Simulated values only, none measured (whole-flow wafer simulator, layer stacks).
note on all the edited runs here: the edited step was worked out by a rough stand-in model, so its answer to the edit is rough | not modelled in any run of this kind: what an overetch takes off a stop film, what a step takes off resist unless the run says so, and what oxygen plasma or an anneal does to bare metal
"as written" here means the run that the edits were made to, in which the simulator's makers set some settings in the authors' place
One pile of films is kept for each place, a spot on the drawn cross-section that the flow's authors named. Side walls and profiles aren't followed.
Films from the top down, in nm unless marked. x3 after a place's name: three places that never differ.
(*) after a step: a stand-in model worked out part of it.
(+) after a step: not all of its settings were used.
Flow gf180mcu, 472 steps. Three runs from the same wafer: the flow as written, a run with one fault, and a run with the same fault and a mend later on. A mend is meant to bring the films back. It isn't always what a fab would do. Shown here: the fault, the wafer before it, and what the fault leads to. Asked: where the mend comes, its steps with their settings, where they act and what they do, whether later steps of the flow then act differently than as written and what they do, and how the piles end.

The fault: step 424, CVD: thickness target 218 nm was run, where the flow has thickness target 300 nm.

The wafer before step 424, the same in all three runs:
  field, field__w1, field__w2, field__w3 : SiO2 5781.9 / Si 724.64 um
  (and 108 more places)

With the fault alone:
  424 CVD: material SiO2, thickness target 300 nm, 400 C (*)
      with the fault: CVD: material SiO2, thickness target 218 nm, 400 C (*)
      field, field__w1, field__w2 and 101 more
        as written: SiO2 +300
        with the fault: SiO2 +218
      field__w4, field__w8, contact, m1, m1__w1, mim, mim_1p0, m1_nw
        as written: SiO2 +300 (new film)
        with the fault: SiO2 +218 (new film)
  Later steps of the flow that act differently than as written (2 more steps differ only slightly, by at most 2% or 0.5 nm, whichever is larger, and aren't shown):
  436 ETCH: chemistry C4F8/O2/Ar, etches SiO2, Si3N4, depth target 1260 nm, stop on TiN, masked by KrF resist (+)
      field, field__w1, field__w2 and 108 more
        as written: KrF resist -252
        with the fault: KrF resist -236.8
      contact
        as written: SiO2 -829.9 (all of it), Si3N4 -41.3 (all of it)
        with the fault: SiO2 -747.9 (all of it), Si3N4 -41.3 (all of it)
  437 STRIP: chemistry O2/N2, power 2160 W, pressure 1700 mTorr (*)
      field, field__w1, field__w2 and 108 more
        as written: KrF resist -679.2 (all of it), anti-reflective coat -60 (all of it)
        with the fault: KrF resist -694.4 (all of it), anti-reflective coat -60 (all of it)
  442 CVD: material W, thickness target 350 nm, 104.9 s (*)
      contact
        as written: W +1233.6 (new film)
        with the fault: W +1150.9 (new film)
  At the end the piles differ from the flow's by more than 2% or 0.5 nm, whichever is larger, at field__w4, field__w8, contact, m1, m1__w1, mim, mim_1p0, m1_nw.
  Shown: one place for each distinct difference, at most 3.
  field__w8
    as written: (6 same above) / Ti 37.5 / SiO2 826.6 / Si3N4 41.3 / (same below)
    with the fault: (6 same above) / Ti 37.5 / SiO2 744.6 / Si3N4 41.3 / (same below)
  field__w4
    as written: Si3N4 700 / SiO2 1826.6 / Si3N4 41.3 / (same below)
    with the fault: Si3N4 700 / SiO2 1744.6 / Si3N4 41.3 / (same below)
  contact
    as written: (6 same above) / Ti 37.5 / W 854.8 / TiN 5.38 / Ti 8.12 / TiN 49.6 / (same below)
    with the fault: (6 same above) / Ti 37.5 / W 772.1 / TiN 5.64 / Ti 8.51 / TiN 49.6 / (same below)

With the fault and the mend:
  The mend comes after step 424.
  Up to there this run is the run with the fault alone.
  424a CVD: material SiO2, thickness target 82 nm, 400 C (*) (the flow's step 424 once more, with other settings)
      field, field__w1, field__w2 and 109 more
        SiO2 +82
  No later step of the flow acts differently than as written at any place that is followed.
  At the end the piles are the same as the flow's at every place that both follow.
